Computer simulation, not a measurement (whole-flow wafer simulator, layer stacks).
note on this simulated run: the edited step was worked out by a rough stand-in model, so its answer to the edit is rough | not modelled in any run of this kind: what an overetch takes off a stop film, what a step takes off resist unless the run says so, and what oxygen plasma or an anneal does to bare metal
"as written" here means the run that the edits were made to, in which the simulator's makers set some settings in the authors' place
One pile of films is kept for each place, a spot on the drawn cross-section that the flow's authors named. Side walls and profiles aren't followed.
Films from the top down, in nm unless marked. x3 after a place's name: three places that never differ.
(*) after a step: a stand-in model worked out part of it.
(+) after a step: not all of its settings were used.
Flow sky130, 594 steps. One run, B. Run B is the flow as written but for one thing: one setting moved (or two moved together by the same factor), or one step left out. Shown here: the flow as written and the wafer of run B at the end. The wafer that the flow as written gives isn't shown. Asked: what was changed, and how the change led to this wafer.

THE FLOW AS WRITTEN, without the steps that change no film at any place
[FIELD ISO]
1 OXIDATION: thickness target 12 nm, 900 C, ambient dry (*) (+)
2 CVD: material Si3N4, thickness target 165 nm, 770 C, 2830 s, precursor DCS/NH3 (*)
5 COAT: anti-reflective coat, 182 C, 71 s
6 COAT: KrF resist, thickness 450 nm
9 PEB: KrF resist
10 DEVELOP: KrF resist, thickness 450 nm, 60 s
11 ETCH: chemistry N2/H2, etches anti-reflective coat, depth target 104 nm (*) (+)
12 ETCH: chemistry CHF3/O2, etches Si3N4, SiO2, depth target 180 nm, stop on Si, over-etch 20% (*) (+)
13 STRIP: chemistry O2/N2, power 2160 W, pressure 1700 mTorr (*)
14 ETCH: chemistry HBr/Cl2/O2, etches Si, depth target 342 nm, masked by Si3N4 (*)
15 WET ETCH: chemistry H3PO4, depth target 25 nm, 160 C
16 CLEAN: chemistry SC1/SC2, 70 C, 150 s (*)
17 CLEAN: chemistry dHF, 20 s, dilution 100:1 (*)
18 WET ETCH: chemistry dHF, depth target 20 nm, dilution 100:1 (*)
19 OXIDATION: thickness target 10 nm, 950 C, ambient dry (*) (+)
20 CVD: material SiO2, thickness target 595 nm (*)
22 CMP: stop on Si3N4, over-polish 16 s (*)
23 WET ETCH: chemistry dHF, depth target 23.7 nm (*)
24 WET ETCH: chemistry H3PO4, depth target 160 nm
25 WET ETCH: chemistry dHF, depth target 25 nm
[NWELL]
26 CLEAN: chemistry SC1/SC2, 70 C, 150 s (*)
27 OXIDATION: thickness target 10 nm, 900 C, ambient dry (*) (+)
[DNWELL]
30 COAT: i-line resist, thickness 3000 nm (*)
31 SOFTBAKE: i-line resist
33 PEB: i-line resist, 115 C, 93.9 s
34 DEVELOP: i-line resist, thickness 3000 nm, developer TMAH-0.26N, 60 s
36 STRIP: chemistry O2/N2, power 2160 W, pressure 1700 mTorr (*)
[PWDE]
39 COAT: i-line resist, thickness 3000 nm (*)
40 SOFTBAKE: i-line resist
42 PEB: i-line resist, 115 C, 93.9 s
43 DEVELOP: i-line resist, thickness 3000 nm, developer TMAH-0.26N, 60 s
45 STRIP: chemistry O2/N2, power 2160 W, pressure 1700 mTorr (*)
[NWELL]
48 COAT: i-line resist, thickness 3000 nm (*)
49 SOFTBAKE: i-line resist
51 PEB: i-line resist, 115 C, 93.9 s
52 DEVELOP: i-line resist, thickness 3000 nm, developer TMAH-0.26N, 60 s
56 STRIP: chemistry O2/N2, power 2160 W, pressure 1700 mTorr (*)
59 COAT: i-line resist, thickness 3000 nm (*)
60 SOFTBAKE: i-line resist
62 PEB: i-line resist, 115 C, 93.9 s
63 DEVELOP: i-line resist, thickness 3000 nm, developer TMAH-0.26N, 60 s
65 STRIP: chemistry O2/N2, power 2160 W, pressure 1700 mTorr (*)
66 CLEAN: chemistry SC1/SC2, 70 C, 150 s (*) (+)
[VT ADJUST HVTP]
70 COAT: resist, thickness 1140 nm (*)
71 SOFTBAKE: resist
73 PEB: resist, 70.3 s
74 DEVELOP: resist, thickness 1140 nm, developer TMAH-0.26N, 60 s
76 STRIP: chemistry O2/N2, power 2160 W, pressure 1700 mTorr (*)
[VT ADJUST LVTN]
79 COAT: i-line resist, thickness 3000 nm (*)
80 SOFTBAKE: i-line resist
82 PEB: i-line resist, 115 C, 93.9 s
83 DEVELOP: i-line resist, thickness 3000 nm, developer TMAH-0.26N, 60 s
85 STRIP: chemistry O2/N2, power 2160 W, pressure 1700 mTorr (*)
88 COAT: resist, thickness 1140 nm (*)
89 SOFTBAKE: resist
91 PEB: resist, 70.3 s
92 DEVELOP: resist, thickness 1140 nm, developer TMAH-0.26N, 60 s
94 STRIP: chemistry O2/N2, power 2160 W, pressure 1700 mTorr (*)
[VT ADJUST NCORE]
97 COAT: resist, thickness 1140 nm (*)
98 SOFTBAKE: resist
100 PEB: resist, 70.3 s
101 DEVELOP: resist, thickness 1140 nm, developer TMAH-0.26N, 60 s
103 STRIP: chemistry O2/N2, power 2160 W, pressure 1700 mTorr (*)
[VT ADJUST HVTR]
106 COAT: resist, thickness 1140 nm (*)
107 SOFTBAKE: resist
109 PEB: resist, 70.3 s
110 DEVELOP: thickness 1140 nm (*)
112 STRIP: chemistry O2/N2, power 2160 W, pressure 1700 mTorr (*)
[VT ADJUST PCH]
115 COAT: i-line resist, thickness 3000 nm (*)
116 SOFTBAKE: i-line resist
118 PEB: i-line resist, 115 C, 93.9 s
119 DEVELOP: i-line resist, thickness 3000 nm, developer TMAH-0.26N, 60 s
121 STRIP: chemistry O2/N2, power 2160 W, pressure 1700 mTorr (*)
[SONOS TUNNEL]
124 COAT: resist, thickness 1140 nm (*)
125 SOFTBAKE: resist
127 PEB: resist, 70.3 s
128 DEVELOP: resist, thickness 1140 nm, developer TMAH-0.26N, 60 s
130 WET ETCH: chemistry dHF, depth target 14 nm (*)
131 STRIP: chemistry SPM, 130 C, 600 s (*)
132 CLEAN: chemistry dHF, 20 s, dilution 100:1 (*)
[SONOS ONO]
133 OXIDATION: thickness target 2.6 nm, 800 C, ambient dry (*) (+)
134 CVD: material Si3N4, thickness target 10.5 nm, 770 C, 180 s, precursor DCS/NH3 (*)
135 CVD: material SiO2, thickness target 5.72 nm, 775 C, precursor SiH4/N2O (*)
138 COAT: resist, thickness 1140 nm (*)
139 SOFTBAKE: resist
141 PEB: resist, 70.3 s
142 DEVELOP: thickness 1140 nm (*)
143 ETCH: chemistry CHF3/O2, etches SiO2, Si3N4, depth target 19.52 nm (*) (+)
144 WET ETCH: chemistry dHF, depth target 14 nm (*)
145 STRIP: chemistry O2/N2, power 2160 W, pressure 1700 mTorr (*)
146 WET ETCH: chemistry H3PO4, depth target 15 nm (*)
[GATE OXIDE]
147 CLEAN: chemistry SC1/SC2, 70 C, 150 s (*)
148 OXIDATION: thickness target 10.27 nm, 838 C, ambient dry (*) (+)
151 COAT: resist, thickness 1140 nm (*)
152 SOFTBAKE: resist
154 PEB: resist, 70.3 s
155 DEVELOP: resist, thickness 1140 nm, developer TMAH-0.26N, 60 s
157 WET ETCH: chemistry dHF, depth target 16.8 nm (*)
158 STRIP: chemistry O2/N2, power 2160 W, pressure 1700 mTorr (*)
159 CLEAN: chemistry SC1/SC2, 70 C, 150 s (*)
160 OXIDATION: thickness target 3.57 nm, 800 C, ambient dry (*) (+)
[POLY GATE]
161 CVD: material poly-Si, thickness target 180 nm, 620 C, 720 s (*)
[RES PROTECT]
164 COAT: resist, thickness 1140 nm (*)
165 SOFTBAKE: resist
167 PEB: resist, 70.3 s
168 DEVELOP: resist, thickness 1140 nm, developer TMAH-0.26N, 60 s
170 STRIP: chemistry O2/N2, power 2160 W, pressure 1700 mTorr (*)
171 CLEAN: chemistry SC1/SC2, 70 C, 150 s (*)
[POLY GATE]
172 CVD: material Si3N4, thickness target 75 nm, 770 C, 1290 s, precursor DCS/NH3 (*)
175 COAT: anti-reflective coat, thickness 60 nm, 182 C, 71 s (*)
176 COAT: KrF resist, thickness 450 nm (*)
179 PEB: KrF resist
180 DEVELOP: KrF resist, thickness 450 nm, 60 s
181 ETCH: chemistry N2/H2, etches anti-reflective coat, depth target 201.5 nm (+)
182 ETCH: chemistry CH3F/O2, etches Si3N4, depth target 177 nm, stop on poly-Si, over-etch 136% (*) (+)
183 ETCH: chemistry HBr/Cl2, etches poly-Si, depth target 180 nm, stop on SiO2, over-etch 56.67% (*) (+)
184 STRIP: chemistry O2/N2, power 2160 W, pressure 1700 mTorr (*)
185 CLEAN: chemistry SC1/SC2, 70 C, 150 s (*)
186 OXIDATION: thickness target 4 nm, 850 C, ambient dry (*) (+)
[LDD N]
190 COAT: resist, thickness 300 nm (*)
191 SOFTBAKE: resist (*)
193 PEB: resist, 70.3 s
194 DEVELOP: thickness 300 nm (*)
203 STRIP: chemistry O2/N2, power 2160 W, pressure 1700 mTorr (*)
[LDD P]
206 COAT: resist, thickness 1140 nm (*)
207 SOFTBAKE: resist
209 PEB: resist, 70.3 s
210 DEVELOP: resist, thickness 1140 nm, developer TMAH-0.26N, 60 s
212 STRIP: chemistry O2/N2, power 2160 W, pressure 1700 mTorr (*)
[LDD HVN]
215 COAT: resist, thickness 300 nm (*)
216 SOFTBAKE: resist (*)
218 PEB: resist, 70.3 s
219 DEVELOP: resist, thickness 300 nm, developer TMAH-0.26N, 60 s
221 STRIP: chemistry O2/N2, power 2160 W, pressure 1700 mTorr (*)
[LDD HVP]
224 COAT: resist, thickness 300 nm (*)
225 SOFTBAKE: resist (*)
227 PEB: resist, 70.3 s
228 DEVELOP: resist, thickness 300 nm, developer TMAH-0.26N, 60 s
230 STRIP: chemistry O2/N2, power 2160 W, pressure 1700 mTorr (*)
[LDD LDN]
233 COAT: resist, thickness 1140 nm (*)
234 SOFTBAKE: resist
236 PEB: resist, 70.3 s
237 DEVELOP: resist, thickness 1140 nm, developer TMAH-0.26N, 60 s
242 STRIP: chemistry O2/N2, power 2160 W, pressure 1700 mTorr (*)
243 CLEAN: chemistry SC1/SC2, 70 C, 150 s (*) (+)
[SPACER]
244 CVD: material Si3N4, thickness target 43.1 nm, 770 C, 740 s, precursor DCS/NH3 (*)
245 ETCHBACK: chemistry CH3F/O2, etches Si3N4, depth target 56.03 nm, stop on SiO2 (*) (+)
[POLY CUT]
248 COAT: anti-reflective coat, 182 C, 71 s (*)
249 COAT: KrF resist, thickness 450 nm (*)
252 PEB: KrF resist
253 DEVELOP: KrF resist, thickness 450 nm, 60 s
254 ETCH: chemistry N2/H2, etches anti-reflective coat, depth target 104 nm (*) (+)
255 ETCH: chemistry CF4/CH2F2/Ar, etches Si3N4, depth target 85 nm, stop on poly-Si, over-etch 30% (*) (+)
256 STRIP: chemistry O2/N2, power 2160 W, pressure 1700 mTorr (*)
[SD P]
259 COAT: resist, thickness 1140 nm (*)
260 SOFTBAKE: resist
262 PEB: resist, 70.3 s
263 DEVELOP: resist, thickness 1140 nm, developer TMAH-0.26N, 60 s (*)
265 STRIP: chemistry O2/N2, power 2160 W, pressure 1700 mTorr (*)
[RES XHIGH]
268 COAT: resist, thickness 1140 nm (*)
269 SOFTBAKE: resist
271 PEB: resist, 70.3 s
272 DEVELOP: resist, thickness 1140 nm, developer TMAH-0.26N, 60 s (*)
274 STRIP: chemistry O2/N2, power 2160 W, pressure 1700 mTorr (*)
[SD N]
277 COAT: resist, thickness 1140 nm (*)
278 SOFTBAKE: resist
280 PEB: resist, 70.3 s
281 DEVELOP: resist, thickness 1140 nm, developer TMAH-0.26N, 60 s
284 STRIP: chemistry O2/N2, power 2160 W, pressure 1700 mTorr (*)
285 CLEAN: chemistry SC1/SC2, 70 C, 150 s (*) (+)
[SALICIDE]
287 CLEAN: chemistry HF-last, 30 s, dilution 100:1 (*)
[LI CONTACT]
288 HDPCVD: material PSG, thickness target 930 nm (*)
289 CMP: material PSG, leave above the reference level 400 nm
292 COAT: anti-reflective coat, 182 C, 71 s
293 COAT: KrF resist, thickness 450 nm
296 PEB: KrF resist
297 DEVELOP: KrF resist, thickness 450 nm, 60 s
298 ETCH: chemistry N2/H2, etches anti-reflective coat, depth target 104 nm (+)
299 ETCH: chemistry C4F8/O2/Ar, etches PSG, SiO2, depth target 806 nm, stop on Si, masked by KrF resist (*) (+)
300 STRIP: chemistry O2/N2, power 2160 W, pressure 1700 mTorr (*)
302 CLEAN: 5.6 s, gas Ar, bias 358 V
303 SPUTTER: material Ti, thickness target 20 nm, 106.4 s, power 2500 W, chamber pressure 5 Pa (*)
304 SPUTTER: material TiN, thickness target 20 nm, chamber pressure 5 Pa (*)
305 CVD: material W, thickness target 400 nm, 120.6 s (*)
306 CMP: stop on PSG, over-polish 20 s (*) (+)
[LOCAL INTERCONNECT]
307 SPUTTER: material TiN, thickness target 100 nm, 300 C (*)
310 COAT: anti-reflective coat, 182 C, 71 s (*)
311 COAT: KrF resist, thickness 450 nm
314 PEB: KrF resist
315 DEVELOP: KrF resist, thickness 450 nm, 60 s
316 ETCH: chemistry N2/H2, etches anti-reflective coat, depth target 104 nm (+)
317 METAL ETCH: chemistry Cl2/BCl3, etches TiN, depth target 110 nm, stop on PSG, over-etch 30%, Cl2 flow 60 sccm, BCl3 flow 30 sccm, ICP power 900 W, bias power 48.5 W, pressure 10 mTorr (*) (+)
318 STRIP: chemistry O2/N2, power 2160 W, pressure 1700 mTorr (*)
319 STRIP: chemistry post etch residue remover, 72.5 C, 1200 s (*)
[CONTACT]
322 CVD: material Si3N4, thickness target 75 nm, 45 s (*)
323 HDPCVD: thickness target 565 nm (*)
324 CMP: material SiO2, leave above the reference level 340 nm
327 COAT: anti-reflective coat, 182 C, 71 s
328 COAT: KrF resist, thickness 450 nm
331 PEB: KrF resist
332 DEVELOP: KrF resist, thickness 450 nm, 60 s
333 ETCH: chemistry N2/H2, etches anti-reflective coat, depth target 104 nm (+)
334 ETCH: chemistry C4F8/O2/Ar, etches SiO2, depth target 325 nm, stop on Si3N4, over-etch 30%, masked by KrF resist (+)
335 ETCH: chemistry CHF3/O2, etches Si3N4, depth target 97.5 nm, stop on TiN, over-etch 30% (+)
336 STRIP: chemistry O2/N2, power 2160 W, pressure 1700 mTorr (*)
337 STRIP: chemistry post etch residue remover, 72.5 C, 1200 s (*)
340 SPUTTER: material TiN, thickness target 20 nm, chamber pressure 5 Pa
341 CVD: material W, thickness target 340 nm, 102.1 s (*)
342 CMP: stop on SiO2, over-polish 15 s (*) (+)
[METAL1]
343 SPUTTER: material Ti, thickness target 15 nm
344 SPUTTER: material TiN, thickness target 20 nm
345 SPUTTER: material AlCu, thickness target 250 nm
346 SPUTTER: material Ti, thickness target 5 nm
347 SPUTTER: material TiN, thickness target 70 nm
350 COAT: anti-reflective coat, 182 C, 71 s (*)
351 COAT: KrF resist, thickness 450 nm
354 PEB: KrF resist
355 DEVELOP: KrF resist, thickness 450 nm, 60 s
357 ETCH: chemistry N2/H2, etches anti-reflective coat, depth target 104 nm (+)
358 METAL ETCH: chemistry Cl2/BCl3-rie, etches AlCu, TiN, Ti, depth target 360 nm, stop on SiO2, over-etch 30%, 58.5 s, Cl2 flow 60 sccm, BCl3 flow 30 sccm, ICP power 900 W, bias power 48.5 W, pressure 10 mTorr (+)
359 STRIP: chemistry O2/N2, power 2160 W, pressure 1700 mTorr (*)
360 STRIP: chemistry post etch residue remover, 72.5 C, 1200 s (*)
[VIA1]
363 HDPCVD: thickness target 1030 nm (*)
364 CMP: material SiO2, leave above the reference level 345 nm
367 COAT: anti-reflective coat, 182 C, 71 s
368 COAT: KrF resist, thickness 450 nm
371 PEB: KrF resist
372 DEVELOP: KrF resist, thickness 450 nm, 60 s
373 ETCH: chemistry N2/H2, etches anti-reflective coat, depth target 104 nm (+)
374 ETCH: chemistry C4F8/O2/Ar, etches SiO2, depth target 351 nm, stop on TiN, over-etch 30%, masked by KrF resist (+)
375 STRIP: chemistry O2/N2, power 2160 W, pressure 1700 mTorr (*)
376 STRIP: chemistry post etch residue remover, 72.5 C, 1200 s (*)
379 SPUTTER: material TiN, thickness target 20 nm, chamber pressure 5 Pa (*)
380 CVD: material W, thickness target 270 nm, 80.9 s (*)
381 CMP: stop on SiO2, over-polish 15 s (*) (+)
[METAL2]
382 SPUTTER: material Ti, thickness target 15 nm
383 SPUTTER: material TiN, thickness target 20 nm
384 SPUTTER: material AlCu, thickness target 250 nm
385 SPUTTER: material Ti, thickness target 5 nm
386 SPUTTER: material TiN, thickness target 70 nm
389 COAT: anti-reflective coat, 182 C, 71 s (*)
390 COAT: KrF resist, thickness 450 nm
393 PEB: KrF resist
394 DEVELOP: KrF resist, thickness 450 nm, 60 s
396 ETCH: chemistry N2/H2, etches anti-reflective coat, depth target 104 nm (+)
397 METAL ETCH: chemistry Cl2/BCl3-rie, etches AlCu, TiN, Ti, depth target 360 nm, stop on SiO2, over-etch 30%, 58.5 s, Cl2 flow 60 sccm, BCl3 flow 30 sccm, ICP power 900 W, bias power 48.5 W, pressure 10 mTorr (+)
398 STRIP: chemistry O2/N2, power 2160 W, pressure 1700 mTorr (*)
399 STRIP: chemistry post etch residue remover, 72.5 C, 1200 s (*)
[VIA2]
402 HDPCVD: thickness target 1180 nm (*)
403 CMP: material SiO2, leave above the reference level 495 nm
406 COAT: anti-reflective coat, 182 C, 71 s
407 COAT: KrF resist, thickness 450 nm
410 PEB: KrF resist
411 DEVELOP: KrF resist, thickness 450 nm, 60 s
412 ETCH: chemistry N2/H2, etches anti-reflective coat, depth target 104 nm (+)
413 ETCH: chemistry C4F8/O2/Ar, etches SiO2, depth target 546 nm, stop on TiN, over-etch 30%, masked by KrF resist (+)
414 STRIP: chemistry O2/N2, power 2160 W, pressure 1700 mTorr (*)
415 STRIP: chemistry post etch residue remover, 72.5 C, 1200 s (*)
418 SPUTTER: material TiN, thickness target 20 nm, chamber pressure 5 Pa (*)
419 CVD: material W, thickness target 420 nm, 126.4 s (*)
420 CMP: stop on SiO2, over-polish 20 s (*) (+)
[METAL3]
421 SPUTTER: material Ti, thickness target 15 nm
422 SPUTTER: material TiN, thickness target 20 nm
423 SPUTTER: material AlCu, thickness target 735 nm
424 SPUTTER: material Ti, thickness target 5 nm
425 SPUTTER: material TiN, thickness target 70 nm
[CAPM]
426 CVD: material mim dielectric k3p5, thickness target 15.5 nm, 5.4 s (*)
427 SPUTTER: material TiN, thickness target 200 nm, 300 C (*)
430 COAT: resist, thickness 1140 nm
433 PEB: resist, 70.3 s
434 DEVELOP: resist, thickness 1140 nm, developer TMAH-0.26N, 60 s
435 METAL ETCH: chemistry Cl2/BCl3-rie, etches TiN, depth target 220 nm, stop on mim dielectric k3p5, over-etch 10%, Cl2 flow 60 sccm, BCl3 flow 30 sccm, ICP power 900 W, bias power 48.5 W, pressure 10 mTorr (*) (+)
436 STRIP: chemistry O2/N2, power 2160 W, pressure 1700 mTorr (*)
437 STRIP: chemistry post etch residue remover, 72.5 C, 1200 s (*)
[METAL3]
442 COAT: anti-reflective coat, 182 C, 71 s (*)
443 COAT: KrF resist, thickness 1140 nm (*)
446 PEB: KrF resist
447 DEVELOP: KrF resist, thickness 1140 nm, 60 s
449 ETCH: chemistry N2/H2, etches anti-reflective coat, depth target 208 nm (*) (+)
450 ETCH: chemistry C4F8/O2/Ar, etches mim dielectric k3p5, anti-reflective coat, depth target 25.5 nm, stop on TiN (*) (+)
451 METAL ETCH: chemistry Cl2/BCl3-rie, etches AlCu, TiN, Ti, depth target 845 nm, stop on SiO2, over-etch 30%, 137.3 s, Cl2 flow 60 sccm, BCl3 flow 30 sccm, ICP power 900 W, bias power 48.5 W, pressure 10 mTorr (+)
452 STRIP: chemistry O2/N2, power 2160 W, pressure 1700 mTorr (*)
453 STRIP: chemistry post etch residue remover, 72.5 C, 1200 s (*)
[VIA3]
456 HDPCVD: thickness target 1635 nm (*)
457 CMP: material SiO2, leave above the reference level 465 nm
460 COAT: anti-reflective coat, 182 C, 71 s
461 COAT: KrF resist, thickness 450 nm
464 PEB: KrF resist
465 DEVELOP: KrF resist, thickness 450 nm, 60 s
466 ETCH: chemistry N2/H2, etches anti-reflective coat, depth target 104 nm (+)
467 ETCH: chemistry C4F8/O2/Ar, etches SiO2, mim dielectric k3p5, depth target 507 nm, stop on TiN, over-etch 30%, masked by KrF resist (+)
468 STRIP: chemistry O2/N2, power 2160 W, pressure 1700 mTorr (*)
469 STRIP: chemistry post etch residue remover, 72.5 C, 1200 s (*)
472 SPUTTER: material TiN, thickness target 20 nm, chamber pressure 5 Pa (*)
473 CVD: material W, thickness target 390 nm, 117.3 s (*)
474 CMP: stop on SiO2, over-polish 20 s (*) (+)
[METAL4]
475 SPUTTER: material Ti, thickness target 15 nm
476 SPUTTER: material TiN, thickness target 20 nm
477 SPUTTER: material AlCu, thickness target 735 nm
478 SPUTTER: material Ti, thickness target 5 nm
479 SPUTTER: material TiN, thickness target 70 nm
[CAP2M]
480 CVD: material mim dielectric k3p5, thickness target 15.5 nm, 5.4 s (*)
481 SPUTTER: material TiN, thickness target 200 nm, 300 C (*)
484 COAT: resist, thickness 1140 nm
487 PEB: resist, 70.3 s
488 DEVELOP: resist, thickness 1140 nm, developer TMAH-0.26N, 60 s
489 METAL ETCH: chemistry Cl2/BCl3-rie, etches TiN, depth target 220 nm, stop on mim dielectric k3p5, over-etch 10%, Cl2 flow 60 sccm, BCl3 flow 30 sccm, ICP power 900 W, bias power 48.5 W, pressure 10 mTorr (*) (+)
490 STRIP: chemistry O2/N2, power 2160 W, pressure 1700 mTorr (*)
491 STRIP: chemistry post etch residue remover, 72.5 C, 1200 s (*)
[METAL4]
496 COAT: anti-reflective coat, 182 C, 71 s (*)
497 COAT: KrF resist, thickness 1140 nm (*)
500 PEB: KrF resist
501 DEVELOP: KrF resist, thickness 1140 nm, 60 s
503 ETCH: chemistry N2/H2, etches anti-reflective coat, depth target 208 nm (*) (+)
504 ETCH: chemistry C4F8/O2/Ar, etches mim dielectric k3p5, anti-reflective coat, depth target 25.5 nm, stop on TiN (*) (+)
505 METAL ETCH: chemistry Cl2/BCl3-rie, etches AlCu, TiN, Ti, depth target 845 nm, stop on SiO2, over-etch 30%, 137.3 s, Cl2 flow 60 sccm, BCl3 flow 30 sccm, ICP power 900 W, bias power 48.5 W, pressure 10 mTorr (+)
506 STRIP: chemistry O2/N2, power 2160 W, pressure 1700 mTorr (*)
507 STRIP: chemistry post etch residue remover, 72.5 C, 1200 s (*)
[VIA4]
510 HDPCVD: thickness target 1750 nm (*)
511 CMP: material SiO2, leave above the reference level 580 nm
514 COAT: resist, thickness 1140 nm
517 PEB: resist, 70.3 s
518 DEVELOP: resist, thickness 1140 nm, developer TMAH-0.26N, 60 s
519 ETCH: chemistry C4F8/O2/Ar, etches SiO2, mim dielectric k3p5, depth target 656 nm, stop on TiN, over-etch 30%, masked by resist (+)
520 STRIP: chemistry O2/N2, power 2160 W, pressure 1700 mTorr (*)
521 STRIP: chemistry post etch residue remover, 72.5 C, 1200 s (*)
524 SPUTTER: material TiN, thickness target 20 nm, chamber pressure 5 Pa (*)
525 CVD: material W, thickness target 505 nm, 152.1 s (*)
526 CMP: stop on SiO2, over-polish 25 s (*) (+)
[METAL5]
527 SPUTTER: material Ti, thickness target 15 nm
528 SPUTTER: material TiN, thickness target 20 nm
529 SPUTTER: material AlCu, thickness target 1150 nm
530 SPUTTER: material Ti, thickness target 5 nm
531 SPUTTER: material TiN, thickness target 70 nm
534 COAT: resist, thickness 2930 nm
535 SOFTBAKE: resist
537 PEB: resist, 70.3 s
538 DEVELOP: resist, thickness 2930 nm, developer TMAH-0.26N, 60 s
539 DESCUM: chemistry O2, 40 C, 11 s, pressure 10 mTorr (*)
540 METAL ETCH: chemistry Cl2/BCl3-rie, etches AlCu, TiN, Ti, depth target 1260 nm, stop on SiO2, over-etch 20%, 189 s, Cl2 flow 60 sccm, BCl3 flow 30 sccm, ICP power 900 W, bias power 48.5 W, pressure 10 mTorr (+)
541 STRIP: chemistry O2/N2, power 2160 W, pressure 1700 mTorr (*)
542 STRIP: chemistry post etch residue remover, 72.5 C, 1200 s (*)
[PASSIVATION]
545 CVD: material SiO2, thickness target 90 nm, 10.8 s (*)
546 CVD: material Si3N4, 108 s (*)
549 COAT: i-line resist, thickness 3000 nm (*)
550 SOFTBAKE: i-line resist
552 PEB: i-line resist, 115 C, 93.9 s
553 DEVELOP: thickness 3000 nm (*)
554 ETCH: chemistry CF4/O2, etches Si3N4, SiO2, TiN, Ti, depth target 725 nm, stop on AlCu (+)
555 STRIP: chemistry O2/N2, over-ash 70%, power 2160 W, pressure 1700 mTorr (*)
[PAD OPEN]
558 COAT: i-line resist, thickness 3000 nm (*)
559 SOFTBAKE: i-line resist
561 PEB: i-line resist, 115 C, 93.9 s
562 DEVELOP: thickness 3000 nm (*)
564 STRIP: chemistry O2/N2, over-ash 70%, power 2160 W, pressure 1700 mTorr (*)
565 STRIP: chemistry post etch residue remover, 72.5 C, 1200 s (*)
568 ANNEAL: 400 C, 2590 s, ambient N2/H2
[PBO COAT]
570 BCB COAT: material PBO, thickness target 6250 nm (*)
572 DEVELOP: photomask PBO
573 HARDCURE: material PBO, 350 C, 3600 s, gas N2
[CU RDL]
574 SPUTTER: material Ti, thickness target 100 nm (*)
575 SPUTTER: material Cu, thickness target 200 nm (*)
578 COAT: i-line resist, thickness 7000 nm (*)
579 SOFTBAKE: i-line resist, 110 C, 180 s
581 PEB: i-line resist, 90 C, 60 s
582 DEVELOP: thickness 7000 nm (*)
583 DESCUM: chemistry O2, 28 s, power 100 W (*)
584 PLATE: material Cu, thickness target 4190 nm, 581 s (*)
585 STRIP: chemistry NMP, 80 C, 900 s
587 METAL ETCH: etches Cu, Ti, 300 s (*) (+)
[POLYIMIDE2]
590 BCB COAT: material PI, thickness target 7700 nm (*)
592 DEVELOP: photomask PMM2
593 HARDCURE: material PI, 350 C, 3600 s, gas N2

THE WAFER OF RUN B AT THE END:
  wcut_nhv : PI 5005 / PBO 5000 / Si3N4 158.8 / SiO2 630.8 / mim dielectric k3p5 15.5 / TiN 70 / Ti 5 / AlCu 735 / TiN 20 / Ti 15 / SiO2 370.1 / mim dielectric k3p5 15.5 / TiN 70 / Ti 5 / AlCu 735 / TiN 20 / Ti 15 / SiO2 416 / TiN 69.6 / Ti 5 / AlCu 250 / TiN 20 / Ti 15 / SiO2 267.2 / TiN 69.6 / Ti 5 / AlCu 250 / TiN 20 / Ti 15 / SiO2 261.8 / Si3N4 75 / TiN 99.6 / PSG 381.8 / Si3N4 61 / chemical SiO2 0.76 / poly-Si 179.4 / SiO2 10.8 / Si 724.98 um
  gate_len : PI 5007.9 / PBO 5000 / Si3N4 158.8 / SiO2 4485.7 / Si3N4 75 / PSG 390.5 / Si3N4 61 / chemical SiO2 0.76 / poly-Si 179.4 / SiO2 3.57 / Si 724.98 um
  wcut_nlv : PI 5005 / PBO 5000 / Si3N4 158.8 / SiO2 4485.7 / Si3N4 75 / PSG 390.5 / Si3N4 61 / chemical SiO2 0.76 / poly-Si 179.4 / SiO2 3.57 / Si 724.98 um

The cause: step 545, CVD: thickness target 124 nm was run, where the flow has thickness target 90 nm; step 545, CVD: 14.9 s was run, where the flow has 10.8 s.

How the change led to this, step by step:
  545 CVD: material SiO2, thickness target 90 nm, 10.8 s (*)
      field, active, gate and 175 more: SiO2 +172 (as written it would be: SiO2 +125.2)
      n_well, p_well, sd_n and 12 more: SiO2 +172 (new film) (as written it would be: SiO2 +125.2 (new film))
  550 SOFTBAKE: i-line resist
      gate_p_lvt, iso_guard_hv_nw: i-line resist +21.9 (as written it would be: i-line resist +20.6)
      active: i-line resist +13 (as written it would be: i-line resist +12)
      (and at 55 more places)
  554 ETCH: chemistry CF4/O2, etches Si3N4, SiO2, TiN, Ti, depth target 725 nm, stop on AlCu (+)
      field, active, n_well and 189 more: i-line resist -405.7 (as written it would be: i-line resist -358.9)
      pad: Si3N4 -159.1 (all of it), SiO2 -172 (all of it), TiN -69.6 (all of it), Ti -5 (all of it) (as written it would be: Si3N4 -159.1 (all of it), SiO2 -125.2 (all of it), TiN -69.6 (all of it), Ti -5 (all of it))
  555 STRIP: chemistry O2/N2, over-ash 70%, power 2160 W, pressure 1700 mTorr (*)
      n_well, p_well, sd_n, sd_p: i-line resist -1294 (all of it) (as written it would be: i-line resist -1340.8 (all of it))
      m1: i-line resist -1319.1 (all of it) (as written it would be: i-line resist -1364.1 (all of it))
      (and at 8 more places)
  558 COAT: i-line resist, thickness 3000 nm (*)
      pad: i-line resist +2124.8 (new film) (as written it would be: i-line resist +2077.7 (new film))
  559 SOFTBAKE: i-line resist
      gate_p_lvt, iso_guard_hv_nw: i-line resist +21.9 (as written it would be: i-line resist +20.6)
      field: i-line resist +13.5 (as written it would be: i-line resist +12.5)
      (and at 62 more places)
  561 PEB: i-line resist, 115 C, 93.9 s
      pad: i-line resist -33 (as written it would be: i-line resist -32.2)
  562 DEVELOP: thickness 3000 nm (*)
      pad: i-line resist -2091.8 (all of it) (as written it would be: i-line resist -2045.5 (all of it))
  578 COAT: i-line resist, thickness 7000 nm (*)
      pad: i-line resist +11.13 um (new film) (as written it would be: i-line resist +11.08 um (new film))
  579 SOFTBAKE: i-line resist, 110 C, 180 s
      rpo_hd_licon, mim2: i-line resist -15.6 (as written it would be: i-line resist -14.9)
      mim: i-line resist -17.6 (as written it would be: i-line resist -16.8)
      (and at 22 more places)
  582 DEVELOP: thickness 7000 nm (*)
      pad: i-line resist -11.13 um (all of it) (as written it would be: i-line resist -11.08 um (all of it))
